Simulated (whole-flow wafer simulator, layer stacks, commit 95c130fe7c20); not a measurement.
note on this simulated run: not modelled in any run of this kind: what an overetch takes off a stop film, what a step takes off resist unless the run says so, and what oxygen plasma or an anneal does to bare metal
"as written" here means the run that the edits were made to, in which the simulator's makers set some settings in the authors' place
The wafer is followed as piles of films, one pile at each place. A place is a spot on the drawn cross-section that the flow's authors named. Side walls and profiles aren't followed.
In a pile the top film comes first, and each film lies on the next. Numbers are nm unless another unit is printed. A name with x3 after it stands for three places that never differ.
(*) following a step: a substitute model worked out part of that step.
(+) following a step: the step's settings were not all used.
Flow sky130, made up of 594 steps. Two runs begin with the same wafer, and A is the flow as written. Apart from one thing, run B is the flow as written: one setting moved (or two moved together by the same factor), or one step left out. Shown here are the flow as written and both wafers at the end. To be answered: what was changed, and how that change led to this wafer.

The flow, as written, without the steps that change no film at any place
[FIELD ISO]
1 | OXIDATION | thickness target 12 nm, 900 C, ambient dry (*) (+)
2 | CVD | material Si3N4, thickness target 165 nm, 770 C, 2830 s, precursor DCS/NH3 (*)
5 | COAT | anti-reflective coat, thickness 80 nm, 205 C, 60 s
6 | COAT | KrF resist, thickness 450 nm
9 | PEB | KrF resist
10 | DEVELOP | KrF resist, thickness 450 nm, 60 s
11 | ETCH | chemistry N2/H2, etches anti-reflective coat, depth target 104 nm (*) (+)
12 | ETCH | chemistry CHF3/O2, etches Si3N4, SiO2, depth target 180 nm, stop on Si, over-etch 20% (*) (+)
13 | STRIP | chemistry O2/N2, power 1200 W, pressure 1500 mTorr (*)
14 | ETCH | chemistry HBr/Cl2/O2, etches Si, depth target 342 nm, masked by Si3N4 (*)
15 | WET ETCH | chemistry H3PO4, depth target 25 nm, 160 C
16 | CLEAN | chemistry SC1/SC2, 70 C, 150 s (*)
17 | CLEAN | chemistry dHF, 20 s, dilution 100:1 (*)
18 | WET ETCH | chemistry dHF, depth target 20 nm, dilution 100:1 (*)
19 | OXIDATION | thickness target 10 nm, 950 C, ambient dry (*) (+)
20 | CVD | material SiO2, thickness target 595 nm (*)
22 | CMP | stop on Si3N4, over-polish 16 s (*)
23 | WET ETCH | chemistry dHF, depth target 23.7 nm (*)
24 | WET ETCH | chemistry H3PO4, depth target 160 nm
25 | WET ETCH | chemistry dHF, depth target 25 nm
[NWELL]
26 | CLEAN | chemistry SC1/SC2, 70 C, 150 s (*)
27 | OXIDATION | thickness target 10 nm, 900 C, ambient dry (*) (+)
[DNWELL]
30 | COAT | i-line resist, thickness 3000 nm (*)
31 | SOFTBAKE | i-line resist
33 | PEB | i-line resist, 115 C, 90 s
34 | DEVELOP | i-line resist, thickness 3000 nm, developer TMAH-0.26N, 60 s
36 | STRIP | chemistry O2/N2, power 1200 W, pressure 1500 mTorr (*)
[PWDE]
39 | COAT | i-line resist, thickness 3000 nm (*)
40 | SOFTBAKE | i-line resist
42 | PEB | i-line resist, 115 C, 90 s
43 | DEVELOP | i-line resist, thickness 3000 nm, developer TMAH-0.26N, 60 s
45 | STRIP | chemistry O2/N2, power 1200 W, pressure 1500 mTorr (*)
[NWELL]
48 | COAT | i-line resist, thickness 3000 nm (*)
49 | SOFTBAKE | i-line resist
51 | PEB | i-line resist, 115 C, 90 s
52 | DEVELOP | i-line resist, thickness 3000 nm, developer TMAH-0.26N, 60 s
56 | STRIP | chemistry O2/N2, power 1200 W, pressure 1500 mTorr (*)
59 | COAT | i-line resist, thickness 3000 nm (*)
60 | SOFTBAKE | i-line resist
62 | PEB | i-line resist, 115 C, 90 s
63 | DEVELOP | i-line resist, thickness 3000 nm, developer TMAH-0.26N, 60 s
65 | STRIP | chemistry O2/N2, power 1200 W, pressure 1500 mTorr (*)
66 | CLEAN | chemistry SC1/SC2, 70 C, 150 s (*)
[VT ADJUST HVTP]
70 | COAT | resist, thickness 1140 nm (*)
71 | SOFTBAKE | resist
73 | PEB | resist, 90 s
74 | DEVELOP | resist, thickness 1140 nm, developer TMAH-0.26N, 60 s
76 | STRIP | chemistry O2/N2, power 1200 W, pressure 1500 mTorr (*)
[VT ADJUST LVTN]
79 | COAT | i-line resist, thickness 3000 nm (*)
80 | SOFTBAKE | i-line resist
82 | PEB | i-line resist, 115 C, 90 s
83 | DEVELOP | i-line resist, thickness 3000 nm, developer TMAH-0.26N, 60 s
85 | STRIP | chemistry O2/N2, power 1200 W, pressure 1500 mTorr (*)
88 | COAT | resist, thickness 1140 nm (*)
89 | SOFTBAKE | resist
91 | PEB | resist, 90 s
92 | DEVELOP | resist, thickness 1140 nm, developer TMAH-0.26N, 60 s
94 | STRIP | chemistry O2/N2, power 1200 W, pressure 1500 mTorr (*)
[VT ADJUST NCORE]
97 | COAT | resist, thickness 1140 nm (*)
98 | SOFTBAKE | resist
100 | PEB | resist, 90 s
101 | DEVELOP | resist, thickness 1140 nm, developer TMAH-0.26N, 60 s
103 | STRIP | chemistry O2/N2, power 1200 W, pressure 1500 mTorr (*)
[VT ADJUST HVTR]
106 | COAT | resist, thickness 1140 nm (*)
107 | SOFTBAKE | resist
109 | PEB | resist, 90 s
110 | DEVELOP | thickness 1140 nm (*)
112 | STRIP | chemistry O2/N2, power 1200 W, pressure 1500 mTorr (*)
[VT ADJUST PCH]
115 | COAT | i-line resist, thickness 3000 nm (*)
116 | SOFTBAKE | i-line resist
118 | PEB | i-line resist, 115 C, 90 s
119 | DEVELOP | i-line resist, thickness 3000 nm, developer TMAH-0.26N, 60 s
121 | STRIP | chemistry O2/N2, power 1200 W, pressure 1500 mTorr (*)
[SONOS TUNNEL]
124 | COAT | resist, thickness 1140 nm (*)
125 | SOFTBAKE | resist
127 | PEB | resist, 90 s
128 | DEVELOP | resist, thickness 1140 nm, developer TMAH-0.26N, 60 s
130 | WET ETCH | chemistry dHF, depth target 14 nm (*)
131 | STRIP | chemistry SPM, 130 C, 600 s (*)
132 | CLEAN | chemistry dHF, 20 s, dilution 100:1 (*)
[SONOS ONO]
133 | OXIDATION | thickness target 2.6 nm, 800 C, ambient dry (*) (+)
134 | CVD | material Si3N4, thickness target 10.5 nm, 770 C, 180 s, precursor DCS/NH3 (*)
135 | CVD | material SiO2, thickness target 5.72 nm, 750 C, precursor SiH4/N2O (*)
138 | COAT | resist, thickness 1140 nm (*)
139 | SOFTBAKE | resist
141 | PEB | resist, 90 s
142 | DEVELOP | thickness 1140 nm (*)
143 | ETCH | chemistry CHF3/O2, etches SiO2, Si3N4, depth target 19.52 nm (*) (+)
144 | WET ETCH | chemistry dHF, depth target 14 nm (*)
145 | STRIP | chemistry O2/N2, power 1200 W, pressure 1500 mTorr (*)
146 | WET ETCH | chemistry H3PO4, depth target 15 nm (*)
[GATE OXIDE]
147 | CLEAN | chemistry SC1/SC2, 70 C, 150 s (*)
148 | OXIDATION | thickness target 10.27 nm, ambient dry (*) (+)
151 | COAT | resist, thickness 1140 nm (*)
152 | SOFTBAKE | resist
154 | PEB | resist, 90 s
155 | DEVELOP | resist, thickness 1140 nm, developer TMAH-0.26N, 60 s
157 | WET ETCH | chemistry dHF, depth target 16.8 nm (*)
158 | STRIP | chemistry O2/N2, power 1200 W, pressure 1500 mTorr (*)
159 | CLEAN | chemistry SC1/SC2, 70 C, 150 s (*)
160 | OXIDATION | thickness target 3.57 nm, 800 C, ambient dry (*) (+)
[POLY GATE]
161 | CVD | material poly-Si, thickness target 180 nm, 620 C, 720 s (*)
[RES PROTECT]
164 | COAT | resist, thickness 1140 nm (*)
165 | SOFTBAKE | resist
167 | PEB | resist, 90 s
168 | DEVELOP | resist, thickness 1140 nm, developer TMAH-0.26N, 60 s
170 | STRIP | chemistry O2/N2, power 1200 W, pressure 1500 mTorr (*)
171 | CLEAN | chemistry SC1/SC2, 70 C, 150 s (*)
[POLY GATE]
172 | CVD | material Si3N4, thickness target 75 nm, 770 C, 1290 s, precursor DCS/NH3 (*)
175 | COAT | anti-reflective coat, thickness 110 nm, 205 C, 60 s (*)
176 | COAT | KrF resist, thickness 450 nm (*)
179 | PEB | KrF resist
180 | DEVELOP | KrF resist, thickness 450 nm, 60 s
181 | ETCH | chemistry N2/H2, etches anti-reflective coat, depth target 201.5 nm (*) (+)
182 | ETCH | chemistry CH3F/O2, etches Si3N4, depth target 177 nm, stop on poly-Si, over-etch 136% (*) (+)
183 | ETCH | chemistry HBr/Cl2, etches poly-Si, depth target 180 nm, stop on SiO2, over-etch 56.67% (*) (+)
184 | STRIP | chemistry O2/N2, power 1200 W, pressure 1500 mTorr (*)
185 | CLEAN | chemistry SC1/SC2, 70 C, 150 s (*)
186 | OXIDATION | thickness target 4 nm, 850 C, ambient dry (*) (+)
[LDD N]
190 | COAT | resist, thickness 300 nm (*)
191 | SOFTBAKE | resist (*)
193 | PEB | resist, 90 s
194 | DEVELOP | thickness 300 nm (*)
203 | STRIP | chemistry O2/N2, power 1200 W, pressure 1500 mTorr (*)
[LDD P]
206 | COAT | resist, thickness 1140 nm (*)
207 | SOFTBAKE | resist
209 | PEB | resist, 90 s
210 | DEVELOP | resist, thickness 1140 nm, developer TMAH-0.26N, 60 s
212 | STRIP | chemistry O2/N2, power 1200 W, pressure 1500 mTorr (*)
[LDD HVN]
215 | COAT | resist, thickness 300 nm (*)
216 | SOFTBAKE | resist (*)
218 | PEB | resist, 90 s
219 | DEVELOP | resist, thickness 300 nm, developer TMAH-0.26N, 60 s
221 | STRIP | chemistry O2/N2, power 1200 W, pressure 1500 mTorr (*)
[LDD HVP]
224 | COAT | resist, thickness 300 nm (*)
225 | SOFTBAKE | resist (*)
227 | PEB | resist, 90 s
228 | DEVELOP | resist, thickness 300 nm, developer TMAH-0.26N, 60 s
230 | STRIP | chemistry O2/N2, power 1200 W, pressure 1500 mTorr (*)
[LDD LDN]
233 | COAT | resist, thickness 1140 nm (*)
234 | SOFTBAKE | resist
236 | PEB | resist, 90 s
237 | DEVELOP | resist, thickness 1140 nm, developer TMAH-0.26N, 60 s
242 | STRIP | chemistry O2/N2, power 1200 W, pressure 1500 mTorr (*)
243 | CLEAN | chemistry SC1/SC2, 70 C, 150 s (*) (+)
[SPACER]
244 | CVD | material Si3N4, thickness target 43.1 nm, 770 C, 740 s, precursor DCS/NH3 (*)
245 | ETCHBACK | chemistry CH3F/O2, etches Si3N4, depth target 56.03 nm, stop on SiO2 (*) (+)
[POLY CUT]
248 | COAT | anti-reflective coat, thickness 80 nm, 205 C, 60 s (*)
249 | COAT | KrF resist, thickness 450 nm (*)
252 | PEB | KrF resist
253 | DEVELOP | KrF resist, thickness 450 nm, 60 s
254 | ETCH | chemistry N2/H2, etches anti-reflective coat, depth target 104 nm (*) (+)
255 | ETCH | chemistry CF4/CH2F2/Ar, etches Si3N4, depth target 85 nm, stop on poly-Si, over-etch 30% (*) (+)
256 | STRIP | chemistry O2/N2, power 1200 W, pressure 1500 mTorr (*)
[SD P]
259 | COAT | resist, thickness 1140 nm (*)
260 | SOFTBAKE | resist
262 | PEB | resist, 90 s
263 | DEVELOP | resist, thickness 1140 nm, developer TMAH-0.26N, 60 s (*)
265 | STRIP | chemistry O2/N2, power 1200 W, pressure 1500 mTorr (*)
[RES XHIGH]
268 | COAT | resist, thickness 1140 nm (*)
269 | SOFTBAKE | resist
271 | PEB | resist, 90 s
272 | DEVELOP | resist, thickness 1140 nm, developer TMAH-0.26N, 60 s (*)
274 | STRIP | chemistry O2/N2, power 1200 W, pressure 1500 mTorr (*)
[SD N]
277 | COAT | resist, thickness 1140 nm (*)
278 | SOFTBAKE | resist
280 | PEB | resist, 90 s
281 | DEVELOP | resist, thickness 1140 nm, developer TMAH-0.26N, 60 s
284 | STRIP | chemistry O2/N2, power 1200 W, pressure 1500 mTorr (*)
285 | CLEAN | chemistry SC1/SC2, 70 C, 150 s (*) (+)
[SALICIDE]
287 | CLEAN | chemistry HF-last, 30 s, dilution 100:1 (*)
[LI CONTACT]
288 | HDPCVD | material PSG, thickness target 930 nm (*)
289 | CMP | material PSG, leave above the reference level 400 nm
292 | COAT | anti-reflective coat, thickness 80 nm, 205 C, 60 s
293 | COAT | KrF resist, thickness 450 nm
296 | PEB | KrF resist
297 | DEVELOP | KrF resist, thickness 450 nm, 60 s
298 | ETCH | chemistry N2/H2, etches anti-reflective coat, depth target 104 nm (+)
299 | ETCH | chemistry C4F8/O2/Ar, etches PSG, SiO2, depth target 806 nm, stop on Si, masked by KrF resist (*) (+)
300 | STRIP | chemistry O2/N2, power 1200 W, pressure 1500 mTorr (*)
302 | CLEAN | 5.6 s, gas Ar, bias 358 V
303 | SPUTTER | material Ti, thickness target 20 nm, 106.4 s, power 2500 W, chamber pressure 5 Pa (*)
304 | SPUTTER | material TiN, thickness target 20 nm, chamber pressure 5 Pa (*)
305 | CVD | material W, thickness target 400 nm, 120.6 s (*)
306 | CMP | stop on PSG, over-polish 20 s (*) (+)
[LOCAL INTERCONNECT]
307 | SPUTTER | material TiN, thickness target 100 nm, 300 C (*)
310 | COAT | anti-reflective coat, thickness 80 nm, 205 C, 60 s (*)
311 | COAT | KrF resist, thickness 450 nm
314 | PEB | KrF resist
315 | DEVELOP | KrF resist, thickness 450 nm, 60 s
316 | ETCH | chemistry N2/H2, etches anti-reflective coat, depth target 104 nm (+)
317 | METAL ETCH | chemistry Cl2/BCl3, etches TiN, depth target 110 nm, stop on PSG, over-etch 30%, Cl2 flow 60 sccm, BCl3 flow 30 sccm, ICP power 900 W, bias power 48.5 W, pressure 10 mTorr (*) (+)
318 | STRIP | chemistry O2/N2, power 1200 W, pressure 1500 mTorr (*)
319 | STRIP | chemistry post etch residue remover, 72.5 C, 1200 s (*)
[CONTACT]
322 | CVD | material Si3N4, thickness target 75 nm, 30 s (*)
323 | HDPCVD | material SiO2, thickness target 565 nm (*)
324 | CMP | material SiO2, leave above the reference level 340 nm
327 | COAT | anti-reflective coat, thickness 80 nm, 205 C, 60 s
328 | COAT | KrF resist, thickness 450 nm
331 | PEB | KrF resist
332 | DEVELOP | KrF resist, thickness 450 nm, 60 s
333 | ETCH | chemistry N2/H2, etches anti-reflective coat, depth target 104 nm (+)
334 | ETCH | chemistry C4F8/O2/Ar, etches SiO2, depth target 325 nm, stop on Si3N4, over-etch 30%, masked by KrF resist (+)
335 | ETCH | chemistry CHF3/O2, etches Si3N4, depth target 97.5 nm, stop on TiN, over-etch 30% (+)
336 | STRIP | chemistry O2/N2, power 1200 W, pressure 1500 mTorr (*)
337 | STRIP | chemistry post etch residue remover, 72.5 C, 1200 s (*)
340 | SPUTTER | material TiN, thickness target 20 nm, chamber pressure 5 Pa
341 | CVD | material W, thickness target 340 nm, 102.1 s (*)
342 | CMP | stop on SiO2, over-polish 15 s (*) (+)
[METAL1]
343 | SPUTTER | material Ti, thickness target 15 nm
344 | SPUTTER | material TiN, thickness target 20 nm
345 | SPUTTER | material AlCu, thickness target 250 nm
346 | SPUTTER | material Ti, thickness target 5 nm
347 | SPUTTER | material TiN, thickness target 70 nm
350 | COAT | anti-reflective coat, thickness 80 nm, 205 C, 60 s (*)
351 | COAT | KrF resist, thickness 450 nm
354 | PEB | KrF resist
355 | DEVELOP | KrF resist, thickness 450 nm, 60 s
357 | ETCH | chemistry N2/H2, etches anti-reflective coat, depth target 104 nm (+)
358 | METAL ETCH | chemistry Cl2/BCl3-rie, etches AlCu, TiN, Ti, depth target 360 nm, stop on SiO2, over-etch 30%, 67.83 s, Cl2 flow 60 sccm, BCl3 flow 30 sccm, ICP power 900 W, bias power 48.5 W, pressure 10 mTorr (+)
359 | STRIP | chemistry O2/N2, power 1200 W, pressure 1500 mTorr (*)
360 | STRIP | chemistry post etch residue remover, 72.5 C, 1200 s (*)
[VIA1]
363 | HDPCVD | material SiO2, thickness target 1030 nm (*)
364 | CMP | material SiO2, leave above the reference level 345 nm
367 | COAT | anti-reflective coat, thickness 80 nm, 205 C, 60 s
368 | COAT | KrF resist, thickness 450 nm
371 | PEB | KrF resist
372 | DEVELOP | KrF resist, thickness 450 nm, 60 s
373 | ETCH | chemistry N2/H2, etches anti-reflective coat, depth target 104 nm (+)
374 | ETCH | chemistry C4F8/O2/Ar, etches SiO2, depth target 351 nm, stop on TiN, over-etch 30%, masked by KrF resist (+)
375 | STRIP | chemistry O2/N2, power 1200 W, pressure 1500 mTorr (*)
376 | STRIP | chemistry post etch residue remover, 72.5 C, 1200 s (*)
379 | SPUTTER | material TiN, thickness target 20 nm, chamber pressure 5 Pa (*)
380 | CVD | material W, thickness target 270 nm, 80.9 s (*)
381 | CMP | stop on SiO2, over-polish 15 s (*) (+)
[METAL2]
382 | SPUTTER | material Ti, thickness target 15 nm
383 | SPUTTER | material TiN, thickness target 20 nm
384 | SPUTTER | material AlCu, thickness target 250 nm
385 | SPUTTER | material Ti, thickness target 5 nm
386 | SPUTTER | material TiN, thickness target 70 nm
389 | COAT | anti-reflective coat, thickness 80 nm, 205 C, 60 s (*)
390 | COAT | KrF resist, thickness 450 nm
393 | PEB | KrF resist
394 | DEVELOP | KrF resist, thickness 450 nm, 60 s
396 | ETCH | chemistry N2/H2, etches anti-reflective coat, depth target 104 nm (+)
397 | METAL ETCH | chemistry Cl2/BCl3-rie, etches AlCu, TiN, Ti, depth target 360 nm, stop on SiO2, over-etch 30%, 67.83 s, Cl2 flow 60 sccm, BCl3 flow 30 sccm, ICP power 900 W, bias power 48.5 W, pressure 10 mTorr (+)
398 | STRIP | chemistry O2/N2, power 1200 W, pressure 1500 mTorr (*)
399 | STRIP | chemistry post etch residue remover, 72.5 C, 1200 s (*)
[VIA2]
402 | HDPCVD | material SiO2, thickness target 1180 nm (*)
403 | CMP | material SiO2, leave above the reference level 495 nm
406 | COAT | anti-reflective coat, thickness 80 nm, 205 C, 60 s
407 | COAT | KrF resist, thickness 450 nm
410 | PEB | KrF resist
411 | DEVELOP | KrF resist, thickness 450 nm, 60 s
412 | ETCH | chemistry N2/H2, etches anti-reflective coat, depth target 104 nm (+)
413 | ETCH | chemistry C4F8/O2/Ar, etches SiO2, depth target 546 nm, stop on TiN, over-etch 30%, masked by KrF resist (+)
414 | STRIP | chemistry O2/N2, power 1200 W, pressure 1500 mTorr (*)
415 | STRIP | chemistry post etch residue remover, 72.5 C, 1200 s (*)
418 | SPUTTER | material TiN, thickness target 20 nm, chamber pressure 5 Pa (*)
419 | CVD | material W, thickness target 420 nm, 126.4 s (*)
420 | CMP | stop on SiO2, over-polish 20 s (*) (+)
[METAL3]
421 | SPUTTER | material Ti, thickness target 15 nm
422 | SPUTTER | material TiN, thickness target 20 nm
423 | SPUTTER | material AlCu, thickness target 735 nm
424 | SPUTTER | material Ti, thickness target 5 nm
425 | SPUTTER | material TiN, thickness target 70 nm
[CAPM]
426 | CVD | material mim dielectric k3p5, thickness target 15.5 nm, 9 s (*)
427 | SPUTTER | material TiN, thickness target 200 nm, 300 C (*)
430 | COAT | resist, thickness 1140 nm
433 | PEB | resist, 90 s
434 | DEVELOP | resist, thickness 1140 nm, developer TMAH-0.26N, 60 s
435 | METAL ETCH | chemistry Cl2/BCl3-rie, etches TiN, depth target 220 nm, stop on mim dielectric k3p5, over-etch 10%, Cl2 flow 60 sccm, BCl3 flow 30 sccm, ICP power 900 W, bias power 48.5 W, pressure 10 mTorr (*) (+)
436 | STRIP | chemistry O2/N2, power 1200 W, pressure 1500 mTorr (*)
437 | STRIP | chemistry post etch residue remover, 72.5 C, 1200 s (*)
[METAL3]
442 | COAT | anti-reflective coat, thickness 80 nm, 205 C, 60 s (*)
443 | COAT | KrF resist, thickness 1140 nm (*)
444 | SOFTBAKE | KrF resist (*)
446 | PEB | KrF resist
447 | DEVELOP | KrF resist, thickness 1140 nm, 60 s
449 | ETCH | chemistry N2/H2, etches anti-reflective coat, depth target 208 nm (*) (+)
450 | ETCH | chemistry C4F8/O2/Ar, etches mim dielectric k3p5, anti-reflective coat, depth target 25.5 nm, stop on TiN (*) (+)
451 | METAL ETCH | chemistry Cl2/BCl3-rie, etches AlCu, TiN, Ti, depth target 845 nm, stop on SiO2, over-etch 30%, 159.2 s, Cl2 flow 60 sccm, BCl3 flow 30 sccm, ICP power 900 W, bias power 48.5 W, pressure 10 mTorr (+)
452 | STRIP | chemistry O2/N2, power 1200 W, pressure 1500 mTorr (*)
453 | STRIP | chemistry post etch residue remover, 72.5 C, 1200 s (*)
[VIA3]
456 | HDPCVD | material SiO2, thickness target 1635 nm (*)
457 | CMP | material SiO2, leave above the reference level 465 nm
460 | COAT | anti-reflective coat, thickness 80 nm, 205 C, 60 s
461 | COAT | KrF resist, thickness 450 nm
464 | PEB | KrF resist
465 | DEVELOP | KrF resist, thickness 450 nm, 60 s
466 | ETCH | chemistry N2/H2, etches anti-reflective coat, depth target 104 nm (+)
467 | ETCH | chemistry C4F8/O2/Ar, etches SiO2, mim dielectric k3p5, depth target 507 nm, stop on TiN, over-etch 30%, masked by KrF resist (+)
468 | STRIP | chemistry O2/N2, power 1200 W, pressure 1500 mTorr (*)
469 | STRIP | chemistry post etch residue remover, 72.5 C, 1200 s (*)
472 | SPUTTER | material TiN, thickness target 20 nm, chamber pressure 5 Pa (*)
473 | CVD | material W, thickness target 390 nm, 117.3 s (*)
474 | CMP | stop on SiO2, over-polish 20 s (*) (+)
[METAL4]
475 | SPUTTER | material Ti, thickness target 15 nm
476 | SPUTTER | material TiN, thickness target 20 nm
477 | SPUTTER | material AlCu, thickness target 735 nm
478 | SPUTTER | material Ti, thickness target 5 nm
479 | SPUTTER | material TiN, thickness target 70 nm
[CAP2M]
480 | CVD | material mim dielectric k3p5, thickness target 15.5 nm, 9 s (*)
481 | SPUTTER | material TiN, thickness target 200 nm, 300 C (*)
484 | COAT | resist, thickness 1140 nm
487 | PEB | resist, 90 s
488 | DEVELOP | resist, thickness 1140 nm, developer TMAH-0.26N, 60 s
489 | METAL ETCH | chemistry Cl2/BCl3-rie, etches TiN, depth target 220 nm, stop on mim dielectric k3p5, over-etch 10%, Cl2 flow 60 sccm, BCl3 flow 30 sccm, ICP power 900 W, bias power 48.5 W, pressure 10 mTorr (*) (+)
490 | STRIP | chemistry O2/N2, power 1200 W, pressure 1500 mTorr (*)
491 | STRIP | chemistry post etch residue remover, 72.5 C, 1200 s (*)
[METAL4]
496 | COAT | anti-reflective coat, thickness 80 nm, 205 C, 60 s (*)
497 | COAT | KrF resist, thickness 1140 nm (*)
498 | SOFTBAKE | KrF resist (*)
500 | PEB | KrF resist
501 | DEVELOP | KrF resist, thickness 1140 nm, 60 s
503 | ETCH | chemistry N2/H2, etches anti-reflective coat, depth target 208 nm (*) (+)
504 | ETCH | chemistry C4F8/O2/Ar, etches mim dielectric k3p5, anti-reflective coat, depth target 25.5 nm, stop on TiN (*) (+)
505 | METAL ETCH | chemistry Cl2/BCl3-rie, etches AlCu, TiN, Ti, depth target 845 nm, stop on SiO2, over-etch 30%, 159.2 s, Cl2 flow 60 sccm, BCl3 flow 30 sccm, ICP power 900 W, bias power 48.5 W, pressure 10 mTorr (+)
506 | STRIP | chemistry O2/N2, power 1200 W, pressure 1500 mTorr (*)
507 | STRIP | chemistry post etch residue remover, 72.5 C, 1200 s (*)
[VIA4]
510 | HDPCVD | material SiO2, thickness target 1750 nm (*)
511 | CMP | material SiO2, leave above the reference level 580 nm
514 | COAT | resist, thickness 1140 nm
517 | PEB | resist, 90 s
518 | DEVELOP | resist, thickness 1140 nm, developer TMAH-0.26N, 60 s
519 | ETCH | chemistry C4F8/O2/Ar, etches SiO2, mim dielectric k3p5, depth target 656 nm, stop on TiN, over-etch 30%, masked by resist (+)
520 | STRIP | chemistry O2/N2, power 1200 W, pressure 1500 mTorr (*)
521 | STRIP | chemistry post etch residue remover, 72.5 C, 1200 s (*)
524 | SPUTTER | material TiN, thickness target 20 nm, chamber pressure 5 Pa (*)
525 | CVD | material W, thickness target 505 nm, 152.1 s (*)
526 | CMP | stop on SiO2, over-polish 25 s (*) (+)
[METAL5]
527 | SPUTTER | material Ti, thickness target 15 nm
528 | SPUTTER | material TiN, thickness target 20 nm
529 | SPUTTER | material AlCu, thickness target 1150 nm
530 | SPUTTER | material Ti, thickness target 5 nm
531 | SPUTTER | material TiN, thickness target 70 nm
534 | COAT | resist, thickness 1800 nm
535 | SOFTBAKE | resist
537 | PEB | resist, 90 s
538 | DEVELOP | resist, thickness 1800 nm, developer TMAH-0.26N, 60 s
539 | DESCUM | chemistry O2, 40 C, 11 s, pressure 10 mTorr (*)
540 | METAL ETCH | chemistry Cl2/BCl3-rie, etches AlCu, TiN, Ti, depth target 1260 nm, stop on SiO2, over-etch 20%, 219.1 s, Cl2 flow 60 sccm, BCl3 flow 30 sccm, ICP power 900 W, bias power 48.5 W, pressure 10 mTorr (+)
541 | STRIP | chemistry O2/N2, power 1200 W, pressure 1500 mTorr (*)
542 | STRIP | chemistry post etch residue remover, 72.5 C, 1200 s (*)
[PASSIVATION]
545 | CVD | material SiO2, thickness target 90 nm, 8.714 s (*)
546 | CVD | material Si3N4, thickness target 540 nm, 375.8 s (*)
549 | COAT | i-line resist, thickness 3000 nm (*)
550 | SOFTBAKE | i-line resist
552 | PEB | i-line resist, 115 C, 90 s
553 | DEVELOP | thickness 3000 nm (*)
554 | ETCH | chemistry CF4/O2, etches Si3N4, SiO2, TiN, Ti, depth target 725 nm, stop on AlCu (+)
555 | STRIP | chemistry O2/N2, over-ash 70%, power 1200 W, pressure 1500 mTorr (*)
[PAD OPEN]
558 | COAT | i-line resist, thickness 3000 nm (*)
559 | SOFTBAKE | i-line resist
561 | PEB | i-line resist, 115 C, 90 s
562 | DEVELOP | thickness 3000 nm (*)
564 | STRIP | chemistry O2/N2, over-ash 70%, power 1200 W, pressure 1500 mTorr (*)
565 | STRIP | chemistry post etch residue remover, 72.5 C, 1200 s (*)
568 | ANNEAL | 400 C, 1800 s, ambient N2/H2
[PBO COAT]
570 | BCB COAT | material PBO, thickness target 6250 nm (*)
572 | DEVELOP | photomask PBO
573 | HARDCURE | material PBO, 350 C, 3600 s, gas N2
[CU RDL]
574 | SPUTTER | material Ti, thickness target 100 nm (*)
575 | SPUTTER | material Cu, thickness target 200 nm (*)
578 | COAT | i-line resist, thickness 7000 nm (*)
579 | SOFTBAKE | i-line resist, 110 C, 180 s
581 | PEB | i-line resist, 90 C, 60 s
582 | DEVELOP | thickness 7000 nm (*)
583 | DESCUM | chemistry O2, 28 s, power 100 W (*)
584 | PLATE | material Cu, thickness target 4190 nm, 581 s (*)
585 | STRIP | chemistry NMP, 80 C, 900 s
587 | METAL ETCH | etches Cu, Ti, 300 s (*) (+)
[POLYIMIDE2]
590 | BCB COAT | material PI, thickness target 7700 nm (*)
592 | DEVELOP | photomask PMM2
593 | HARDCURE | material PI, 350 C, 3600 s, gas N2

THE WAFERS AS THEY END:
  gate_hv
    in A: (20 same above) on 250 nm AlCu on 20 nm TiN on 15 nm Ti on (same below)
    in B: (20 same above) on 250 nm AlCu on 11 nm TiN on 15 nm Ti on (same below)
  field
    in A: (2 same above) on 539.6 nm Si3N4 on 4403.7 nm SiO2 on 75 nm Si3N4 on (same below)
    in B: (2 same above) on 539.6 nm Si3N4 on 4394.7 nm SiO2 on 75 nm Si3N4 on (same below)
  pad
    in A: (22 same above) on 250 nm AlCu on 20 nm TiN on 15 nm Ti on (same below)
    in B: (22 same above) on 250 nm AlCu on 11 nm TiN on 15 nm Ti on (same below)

The reason: step 383, SPUTTER: thickness target 11 nm was run, whereas the flow has thickness target 20 nm.
One can read it off the wafer: gate_hv has TiN 11, and step 383 as written asks for 20 nm.

The path from the change to this, step by step:
  383 | SPUTTER | material TiN, thickness target 20 nm
      field, active, n_well and 188 more: A TiN gains 20 (new film) | B TiN gains 11 (new film)
  397 | METAL ETCH | chemistry Cl2/BCl3-rie, etches AlCu, TiN, Ti, depth target 360 nm, stop on SiO2, over-etch 30%, 67.83 s, Cl2 flow 60 sccm, BCl3 flow 30 sccm, ICP power 900 W, bias power 48.5 W, pressure 10 mTorr (+)
      field, active, gate and 82 more: A TiN loses 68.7 (all of it), Ti loses 5 (all of it), AlCu loses 250 (all of it), TiN loses 20 (all of it), Ti loses 15 (all of it), SiO2 loses 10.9 | B TiN loses 68.7 (all of it), Ti loses 5 (all of it), AlCu loses 250 (all of it), TiN loses 11 (all of it), Ti loses 15 (all of it), SiO2 loses 11.8
  403 | CMP | material SiO2, leave above the reference level 495 nm
      field, active, gate and 82 more: A SiO2 loses 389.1 | B SiO2 loses 397.2
